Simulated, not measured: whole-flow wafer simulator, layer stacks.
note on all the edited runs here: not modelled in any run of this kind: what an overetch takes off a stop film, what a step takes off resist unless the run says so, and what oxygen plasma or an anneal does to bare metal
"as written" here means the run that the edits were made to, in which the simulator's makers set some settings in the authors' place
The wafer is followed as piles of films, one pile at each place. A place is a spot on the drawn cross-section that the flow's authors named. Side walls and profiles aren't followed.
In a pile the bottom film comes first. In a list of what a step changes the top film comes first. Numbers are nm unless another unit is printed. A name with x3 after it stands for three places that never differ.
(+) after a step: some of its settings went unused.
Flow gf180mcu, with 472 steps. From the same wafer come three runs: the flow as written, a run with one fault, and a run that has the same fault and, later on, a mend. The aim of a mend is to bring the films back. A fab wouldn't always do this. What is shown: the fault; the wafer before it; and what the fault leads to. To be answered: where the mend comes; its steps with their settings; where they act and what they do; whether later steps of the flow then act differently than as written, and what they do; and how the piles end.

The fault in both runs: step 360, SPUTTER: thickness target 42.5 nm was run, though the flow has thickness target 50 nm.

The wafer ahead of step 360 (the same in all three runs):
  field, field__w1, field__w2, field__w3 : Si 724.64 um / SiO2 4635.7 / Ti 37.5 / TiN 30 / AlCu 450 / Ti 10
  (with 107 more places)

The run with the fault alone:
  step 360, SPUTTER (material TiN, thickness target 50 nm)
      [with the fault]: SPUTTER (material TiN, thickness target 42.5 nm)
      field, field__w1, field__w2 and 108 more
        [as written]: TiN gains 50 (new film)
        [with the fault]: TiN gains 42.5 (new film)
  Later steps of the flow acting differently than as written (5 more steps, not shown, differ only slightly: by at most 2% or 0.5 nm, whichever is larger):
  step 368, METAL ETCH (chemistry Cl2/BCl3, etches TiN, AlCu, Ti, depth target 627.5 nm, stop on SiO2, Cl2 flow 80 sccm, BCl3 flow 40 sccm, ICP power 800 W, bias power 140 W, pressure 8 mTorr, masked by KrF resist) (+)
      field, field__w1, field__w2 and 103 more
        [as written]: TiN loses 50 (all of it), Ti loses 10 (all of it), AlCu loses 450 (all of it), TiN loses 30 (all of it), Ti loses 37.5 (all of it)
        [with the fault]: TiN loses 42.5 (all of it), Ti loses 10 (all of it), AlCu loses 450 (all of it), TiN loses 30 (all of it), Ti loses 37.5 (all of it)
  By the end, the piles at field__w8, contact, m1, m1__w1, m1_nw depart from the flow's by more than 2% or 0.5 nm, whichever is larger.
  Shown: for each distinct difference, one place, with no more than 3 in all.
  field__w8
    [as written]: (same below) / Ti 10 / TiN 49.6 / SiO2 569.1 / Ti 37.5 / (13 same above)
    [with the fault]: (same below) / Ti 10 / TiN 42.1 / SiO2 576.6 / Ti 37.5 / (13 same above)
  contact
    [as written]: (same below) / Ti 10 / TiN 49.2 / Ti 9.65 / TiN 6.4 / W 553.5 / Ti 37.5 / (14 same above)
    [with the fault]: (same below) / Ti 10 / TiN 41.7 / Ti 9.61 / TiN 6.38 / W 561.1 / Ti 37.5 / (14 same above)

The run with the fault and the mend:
  The mend follows step 360.
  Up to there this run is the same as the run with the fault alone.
  step 360a, SPUTTER (material TiN, thickness target 7.5 nm) (the flow's step 360, run once more with other settings)
      field, field__w1, field__w2 and 108 more
        TiN gains 7.5
  Every later step of the flow that is run acts as written at every place that is followed.
  By the end, the piles equal the flow's at every place that both follow.
